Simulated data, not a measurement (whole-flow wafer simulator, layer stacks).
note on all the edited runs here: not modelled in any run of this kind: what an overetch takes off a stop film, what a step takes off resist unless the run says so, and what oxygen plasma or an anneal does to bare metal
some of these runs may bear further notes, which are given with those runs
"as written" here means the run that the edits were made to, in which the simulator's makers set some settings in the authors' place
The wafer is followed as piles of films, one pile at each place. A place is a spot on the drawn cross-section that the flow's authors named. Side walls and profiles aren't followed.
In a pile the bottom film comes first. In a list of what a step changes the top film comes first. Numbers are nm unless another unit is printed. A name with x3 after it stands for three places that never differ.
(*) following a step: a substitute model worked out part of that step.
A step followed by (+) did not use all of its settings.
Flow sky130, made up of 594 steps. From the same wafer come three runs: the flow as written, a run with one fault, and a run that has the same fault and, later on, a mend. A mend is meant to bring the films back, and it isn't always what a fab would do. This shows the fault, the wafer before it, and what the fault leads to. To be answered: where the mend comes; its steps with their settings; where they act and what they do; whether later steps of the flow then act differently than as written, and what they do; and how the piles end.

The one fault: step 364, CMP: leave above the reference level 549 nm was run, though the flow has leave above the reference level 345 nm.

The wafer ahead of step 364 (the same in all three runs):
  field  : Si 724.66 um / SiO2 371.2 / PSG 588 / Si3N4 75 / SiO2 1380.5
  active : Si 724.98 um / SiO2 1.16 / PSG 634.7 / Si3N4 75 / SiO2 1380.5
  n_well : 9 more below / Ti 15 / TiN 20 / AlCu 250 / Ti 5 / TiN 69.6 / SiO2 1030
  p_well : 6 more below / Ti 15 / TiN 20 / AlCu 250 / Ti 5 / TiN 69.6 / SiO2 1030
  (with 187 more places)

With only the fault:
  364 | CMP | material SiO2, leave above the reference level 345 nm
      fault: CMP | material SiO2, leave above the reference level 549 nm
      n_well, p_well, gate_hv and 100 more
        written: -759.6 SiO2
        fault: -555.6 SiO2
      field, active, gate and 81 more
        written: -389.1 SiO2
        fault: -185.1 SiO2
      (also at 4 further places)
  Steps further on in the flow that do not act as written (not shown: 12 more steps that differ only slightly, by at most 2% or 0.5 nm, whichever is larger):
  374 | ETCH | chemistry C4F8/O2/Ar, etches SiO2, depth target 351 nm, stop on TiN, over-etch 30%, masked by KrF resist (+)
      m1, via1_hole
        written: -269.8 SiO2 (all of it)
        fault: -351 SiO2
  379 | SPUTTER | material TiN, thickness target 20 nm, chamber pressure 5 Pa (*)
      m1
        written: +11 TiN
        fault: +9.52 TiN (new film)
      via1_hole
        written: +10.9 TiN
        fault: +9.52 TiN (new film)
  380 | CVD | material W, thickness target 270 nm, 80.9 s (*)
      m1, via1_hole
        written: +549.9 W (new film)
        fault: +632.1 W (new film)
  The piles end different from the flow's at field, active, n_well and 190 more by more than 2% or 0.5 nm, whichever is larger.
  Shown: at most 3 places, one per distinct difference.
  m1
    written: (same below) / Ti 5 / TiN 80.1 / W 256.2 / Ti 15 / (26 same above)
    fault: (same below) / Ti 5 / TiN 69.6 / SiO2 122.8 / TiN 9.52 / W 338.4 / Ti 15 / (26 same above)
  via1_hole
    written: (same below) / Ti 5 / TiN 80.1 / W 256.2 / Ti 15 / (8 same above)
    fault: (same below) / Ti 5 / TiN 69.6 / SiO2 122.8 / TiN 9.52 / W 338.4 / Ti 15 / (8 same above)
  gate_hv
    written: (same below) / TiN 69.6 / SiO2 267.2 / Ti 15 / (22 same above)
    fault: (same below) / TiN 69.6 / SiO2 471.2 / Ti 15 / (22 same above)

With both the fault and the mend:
  After step 364 comes the mend.
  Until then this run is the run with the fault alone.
  364a | CMP | material SiO2, leave above the reference level 345 nm (a further turn of the flow's step 364)
      field, active, n_well and 188 more
        -204 SiO2
  Every later step of the flow that is run acts as written at every place that is followed.
  At every place that both follow, the piles at the end match the flow's.
